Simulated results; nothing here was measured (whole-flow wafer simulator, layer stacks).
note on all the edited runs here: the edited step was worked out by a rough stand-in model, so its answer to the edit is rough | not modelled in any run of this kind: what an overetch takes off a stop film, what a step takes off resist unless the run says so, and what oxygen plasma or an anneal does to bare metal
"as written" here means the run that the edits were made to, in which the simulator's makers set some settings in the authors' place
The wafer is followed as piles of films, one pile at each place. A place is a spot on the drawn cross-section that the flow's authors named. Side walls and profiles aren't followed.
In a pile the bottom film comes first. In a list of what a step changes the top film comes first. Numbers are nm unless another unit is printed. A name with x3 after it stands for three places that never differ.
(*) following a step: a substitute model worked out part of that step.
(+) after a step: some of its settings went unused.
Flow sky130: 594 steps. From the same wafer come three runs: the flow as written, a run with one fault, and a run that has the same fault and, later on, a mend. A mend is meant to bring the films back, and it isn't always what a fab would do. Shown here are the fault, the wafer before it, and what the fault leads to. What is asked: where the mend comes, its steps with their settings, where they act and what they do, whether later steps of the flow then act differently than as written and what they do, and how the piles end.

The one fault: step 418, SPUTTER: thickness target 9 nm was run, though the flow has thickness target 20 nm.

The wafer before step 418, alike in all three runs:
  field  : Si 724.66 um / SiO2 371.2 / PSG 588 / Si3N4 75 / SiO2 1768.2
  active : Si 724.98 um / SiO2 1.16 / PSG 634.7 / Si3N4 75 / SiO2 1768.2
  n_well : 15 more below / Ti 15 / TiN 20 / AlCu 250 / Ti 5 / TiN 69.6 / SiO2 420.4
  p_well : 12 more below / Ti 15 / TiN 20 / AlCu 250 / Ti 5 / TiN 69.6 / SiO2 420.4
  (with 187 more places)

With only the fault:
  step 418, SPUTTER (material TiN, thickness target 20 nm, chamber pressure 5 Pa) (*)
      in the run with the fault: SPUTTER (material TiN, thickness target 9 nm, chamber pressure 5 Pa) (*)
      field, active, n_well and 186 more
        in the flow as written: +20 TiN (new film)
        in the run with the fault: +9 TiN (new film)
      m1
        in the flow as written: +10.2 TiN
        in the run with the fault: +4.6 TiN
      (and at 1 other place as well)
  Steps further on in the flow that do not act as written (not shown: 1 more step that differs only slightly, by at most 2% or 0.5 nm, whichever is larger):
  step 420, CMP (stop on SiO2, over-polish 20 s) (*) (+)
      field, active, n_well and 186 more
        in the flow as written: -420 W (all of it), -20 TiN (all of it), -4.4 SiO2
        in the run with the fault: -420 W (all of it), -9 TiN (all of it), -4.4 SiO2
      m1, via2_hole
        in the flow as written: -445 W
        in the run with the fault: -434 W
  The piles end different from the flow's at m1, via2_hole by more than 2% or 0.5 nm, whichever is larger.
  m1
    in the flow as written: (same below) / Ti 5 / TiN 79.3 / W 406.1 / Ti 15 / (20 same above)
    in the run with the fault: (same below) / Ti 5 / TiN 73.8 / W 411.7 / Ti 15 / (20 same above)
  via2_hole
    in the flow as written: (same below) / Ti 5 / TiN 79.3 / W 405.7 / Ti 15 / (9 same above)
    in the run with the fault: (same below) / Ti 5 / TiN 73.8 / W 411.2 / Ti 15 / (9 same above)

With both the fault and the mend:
  The mend stands after step 418.
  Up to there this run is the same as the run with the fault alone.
  step 418a, SPUTTER (material TiN, thickness target 11 nm, chamber pressure 5 Pa) (*) (the flow's step 418 again, with other settings)
      field, active, n_well and 186 more
        +11 TiN
      m1
        +5.57 TiN
      via2_hole
        +5.54 TiN
  Every later step of the flow that is run acts as written at every place that is followed.
  At every place that both follow, the piles at the end match the flow's.
